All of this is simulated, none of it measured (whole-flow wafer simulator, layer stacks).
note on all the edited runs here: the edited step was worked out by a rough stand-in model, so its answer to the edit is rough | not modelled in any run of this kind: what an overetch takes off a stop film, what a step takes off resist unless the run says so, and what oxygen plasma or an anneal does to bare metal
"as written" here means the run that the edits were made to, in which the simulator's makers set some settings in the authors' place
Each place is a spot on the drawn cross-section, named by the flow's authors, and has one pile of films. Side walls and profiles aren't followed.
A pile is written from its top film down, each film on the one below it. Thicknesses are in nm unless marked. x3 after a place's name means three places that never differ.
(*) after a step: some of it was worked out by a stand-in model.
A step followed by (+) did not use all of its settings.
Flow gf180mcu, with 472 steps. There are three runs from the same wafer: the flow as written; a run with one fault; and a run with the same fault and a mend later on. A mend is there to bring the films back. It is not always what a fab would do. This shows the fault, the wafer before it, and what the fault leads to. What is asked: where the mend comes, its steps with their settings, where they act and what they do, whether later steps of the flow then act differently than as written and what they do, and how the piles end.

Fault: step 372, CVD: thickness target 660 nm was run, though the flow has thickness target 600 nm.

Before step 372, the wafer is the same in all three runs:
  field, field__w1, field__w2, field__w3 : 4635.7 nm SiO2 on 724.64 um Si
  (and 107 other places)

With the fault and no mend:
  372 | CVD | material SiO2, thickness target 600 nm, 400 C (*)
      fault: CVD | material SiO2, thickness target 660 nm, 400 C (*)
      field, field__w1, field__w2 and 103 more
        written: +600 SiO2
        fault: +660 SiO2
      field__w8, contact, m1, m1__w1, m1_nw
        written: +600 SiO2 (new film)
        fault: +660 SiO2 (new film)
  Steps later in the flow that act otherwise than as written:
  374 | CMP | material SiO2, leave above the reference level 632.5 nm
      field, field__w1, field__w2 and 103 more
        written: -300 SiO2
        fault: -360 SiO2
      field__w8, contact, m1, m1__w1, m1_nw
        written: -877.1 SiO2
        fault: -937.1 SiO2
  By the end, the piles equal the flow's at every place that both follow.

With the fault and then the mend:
  The mend follows step 383.
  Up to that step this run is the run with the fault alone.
  384 | ETCH | chemistry C4F8/O2/Ar, etches SiO2, depth target 1020 nm, stop on TiN, over-etch 70%, masked by KrF resist (+) (the flow's step 384; as written it has depth target 960 nm)
      field, field__w1, field__w2 and 107 more
        -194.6 KrF resist
      contact
        -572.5 SiO2 (all of it)
  None of the later steps of the flow differs from how it acts as written, at any place that is followed, by more than 2% or 0.5 nm, whichever is larger.
  By the end, the piles equal the flow's at every place that both follow.
